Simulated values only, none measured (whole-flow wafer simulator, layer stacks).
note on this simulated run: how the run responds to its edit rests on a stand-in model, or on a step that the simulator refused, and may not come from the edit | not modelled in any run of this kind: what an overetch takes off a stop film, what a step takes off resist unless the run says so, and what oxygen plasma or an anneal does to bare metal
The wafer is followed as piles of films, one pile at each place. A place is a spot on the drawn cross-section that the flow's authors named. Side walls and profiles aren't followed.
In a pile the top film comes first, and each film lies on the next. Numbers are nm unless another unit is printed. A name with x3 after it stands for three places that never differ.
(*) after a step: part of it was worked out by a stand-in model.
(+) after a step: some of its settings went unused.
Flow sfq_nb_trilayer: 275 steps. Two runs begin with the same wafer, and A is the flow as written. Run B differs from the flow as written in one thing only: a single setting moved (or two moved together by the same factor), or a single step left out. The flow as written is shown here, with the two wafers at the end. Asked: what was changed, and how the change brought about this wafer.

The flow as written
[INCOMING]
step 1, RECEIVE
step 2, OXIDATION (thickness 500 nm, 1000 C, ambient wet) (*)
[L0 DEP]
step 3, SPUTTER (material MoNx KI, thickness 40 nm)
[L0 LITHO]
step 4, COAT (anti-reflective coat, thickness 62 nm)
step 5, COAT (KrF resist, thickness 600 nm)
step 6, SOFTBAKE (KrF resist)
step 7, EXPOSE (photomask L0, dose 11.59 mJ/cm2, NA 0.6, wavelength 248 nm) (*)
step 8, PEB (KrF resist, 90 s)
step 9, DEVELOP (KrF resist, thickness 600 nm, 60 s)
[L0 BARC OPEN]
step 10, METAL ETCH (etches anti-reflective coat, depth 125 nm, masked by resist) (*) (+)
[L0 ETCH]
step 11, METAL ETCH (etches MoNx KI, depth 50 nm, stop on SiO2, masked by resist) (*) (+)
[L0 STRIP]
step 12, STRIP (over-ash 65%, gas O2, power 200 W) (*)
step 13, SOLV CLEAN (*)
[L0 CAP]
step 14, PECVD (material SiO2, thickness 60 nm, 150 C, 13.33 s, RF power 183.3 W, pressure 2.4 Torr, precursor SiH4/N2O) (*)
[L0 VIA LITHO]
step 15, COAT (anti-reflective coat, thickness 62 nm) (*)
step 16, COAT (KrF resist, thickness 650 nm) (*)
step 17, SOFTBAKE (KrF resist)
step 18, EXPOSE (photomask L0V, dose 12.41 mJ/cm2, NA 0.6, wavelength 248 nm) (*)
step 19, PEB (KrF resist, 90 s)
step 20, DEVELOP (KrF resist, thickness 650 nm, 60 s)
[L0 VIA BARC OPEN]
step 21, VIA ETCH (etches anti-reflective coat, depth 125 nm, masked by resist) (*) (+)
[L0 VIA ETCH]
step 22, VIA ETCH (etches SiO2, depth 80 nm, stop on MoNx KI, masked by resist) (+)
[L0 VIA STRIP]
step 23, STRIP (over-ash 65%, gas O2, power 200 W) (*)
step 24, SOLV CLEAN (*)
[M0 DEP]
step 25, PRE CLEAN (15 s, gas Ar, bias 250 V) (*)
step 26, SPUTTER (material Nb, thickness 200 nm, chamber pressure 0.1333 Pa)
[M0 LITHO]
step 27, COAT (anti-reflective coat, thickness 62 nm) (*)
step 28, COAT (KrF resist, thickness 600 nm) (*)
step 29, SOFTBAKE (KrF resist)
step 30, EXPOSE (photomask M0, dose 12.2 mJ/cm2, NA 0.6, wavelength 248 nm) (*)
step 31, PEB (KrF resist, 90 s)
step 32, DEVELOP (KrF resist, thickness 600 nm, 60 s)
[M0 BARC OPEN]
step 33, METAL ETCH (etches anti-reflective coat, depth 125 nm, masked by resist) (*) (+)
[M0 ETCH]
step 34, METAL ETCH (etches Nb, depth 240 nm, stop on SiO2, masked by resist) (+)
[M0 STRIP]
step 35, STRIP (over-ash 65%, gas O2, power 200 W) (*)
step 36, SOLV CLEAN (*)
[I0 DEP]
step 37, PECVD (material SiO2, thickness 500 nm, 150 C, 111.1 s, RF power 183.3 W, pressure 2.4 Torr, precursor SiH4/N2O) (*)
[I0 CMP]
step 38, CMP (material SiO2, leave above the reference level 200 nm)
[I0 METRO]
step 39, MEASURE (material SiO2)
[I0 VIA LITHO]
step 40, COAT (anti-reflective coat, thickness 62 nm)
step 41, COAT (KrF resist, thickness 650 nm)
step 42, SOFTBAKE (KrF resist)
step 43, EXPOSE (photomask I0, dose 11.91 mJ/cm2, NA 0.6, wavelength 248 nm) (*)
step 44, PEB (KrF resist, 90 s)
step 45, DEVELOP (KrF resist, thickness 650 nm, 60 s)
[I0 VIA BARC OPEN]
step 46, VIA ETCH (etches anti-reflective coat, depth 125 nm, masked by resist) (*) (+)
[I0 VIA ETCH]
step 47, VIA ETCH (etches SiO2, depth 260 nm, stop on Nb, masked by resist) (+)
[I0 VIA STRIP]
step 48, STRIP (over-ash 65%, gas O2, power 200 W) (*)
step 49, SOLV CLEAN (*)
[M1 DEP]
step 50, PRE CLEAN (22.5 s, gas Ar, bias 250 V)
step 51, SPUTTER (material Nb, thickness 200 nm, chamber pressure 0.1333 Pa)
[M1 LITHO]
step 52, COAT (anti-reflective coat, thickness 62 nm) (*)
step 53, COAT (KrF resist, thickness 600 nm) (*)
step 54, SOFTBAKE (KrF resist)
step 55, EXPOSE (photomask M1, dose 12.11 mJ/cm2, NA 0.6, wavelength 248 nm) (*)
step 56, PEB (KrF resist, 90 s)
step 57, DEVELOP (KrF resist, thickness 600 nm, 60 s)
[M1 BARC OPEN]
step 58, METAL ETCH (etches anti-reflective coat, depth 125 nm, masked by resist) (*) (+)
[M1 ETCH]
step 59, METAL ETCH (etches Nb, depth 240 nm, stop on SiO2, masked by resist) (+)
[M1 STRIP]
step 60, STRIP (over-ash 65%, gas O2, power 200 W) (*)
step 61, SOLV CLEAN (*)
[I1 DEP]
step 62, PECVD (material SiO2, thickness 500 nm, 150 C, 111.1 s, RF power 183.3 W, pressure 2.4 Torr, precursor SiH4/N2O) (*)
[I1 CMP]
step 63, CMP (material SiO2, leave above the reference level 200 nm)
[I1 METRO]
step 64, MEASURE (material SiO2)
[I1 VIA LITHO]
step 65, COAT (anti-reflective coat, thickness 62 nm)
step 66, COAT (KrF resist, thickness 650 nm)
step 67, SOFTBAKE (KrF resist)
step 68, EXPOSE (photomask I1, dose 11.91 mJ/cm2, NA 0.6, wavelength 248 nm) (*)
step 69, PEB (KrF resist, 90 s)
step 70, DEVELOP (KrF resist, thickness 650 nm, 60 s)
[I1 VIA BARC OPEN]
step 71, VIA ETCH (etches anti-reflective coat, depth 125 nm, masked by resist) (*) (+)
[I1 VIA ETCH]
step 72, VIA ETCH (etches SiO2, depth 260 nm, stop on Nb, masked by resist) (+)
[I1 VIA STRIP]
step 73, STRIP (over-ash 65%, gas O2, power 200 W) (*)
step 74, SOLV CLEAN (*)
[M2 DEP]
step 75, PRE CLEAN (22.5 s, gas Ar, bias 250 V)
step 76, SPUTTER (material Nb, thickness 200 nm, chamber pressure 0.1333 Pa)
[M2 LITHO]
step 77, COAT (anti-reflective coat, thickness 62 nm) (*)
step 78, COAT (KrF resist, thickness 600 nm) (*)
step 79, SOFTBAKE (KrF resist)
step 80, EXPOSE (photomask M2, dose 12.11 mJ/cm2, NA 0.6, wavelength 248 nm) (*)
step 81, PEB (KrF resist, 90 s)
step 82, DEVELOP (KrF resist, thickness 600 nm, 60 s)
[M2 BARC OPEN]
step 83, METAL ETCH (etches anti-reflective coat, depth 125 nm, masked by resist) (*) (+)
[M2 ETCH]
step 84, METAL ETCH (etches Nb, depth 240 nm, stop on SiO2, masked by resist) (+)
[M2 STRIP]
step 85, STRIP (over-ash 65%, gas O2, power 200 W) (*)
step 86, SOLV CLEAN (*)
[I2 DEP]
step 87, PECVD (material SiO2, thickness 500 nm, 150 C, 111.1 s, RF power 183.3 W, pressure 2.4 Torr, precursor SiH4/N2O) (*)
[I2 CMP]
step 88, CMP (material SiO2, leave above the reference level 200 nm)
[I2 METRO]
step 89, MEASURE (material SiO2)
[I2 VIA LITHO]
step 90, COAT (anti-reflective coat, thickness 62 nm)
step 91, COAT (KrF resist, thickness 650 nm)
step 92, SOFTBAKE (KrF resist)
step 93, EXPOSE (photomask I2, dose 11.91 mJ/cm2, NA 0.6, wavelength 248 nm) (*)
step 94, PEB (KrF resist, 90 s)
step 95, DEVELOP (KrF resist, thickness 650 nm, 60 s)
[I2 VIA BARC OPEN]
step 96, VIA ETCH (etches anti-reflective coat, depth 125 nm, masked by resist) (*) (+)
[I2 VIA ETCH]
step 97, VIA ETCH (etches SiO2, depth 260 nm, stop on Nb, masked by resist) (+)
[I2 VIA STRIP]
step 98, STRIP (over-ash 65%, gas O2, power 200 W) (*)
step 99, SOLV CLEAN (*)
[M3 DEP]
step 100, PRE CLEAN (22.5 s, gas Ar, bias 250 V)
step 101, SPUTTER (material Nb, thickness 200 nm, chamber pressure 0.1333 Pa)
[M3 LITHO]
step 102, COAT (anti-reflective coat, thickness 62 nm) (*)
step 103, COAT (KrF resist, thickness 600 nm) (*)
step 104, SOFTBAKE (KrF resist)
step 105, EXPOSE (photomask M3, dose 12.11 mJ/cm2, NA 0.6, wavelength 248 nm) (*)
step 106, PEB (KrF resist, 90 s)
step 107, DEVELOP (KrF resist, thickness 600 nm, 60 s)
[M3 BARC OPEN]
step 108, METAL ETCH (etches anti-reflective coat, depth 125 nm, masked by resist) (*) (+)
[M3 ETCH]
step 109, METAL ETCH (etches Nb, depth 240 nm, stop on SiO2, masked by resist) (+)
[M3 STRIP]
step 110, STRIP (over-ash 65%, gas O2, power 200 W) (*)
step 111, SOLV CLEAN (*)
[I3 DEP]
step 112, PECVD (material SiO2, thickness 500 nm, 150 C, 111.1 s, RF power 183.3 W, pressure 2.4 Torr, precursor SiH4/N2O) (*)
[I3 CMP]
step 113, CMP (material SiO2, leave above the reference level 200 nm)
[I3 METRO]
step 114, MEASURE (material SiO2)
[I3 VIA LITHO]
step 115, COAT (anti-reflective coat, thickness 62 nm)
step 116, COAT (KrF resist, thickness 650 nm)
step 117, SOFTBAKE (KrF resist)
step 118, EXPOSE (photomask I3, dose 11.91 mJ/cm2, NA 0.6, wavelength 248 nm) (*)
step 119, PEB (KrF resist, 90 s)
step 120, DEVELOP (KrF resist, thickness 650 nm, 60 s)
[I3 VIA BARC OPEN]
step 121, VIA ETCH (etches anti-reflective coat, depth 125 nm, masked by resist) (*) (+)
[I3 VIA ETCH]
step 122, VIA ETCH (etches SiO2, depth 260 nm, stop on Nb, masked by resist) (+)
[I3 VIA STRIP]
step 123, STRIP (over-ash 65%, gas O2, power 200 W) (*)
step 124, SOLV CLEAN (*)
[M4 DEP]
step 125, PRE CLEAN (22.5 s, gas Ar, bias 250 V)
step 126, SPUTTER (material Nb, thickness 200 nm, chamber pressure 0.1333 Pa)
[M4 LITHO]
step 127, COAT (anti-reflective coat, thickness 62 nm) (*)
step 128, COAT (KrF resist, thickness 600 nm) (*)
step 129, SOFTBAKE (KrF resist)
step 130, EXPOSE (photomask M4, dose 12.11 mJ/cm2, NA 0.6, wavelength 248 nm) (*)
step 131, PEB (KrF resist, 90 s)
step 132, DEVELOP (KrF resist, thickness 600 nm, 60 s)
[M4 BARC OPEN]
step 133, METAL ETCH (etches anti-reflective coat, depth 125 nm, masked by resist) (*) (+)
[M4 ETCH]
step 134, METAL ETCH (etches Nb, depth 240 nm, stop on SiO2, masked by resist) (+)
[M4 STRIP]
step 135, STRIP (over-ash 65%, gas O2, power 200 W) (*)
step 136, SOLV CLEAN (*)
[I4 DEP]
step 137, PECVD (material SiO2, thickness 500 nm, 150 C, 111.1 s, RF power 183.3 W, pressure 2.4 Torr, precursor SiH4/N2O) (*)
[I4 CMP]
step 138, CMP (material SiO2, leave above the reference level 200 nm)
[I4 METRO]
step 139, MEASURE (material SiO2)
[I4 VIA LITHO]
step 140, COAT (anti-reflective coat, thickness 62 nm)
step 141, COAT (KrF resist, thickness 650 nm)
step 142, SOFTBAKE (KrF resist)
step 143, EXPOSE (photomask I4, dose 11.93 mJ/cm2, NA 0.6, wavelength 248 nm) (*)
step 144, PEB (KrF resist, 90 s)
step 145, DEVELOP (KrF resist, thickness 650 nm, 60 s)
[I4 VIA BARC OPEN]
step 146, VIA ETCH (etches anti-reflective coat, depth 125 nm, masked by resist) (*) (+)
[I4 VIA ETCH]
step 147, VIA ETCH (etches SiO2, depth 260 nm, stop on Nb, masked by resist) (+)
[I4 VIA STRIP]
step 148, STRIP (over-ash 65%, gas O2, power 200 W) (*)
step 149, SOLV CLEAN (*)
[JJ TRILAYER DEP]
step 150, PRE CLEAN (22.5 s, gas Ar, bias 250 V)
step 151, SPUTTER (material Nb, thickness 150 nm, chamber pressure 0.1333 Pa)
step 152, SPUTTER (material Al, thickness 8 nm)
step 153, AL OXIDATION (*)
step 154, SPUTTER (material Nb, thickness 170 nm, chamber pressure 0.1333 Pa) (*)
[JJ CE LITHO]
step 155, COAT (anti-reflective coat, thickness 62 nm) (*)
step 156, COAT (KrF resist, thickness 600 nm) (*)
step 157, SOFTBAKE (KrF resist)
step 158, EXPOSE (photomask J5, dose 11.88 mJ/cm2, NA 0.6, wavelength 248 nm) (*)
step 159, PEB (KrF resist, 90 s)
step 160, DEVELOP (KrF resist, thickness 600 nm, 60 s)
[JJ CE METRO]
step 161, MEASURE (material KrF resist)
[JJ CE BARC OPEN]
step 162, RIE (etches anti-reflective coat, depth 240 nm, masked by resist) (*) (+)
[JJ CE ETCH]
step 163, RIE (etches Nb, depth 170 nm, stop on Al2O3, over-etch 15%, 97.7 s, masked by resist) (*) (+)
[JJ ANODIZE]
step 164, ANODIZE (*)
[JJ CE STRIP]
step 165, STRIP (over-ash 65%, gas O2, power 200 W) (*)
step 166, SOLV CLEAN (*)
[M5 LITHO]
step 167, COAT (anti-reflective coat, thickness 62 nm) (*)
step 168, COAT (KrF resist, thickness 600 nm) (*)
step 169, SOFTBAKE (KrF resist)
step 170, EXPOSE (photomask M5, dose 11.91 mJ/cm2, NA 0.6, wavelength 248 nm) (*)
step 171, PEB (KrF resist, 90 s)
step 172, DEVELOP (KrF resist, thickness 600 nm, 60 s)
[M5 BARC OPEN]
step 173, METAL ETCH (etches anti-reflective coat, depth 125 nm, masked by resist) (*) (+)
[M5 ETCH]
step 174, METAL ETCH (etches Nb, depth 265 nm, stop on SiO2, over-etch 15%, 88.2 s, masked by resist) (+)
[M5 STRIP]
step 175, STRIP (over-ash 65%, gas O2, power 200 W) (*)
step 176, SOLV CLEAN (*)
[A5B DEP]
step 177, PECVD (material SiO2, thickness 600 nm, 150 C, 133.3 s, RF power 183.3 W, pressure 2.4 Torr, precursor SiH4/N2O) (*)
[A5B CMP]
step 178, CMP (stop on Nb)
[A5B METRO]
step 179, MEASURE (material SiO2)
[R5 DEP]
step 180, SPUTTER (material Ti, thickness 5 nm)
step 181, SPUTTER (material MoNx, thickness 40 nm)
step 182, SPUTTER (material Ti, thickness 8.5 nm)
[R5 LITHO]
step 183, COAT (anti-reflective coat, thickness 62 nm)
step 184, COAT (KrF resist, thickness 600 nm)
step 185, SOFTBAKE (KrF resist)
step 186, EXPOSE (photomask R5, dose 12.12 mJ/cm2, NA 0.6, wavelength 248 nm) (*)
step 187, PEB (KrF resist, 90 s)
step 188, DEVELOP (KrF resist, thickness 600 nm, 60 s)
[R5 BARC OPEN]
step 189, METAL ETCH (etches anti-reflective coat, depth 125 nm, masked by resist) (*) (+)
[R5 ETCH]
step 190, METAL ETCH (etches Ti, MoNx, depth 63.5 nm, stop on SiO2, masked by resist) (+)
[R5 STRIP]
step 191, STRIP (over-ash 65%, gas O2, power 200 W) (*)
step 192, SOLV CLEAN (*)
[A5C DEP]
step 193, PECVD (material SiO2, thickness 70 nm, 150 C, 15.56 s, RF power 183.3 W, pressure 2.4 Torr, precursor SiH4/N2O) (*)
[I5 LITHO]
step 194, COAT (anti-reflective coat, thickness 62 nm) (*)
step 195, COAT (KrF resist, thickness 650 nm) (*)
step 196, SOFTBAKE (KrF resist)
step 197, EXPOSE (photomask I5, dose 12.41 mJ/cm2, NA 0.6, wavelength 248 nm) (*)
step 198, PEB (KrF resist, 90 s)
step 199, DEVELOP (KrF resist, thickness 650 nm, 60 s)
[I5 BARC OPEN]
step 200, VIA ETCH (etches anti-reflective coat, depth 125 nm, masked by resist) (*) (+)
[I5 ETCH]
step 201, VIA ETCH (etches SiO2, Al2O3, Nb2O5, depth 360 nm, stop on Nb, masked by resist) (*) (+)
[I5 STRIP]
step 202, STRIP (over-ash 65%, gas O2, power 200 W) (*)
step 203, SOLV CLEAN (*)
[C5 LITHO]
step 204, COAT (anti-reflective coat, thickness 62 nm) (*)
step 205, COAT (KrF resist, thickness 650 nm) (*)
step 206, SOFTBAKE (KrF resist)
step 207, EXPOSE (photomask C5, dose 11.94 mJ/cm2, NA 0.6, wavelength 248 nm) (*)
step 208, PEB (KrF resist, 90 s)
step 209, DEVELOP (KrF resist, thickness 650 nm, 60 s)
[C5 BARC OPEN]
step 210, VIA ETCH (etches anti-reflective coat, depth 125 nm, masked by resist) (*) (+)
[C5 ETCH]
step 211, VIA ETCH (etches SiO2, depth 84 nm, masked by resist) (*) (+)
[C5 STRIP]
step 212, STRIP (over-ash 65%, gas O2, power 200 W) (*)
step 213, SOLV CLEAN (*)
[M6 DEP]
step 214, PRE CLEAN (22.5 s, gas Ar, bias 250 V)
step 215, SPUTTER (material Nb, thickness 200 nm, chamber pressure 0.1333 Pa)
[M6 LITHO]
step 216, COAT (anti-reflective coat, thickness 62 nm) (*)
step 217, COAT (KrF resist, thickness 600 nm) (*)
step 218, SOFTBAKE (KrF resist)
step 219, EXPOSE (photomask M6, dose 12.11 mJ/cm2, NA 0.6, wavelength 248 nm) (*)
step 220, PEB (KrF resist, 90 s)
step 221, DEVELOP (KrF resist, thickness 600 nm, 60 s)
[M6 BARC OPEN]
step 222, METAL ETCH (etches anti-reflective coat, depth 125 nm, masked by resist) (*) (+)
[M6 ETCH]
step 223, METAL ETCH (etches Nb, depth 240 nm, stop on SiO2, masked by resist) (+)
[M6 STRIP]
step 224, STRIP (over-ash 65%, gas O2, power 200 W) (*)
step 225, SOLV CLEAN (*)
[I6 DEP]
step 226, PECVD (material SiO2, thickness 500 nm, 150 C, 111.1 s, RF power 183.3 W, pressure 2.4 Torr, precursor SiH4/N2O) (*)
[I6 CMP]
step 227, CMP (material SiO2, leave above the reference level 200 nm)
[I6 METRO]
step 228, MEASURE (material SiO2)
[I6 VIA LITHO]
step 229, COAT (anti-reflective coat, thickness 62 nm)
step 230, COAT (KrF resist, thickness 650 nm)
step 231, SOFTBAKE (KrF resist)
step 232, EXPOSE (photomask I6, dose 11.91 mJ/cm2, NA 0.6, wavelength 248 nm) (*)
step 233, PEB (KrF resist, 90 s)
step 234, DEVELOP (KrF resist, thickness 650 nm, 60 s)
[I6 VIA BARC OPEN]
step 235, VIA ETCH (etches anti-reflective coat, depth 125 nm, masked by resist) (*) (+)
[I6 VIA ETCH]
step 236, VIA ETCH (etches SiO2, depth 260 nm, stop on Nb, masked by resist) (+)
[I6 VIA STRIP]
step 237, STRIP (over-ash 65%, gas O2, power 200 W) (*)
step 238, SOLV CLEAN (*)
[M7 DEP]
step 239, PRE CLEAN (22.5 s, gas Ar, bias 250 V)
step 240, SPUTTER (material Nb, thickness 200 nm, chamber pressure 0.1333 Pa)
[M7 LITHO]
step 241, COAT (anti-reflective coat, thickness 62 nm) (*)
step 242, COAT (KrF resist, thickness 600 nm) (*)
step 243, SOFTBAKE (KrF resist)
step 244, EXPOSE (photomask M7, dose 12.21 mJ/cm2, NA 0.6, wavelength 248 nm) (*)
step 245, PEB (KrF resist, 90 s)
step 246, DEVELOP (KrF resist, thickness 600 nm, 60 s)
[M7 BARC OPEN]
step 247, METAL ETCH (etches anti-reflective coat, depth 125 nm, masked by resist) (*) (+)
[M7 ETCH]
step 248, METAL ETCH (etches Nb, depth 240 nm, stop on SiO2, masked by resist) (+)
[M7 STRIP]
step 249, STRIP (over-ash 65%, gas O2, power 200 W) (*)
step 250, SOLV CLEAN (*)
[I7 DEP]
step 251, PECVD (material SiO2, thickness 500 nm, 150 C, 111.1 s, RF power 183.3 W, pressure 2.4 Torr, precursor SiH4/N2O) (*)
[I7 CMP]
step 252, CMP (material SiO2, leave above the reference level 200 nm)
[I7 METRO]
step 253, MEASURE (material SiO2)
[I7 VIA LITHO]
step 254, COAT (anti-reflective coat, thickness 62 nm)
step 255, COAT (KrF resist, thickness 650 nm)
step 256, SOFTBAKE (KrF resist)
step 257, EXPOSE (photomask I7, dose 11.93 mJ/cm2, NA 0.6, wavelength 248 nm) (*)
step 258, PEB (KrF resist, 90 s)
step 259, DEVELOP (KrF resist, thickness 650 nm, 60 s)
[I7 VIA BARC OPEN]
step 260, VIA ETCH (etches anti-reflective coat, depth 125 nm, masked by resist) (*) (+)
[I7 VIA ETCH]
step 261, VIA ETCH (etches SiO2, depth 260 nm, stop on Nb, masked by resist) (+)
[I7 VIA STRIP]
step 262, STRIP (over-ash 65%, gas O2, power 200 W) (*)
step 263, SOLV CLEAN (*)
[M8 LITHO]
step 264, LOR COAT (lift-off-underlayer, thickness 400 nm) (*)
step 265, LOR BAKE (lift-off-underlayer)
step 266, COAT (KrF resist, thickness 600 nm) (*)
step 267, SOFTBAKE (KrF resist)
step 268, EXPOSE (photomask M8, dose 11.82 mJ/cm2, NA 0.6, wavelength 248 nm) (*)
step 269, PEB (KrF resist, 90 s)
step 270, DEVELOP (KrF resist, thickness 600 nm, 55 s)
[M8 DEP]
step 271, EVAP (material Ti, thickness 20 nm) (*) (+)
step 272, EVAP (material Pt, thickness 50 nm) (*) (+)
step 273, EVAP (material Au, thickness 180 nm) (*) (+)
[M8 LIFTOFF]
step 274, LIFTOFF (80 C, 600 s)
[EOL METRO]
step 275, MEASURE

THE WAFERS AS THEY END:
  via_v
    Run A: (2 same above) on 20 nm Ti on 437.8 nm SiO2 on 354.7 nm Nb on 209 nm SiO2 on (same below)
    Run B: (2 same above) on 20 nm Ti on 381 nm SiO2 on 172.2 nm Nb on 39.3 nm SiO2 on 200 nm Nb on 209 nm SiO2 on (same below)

The reason: step 236, VIA ETCH: depth 153 nm was run, whereas the flow has depth 260 nm.

How this came from the change, step by step:
  step 236, VIA ETCH (etches SiO2, depth 260 nm, stop on Nb, masked by resist) (+)
      via_v: A -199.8 SiO2 (all of it) | B -153 SiO2
      field_l, v_sur, via_wl and 102 more: A -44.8 KrF resist | B -26.4 KrF resist
  step 237, STRIP (over-ash 65%, gas O2, power 200 W) (*)
      field_l, v_sur, via_wl and 102 more: A -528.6 KrF resist (all of it), -62 anti-reflective coat (all of it) | B -547.1 KrF resist (all of it), -62 anti-reflective coat (all of it)
  step 239, PRE CLEAN (22.5 s, gas Ar, bias 250 V)
      via_v: A -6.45 Nb | B -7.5 SiO2
  step 240, SPUTTER (material Nb, thickness 200 nm, chamber pressure 0.1333 Pa)
      via_v: A +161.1 Nb | B +172.2 Nb (new film)
  step 241, COAT (anti-reflective coat, thickness 62 nm) (*)
      via_v: A +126 anti-reflective coat (new film) | B +114.3 anti-reflective coat (new film)
  step 242, COAT (KrF resist, thickness 600 nm) (*)
      via_v: A +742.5 KrF resist (new film) | B +704.7 KrF resist (new film)
  step 249, STRIP (over-ash 65%, gas O2, power 200 W) (*)
      via_v: A -524.5 KrF resist (all of it), -126 anti-reflective coat (all of it) | B -486.8 KrF resist (all of it), -114.3 anti-reflective coat (all of it)
  step 251, PECVD (material SiO2, thickness 500 nm, 150 C, 111.1 s, RF power 183.3 W, pressure 2.4 Torr, precursor SiH4/N2O) (*)
      via_v: A +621 SiO2 (new film) | B +538 SiO2 (new film)
  step 252, CMP (material SiO2, leave above the reference level 200 nm)
      via_v: A -183.1 SiO2 | B -157.1 SiO2
With metal films that touch counted as one body, via_v has 7 bodies (between them, from the top down: SiO2 381; SiO2 39.3; SiO2 209 / Al2O3 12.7 / Nb2O5 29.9; SiO2 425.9; SiO2 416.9; SiO2 192.5); the flow as written gives 6 bodies (between them, from the top down: SiO2 437.8; SiO2 209 / Al2O3 12.7 / Nb2O5 29.9; SiO2 425.9; SiO2 416.9; SiO2 192.5).
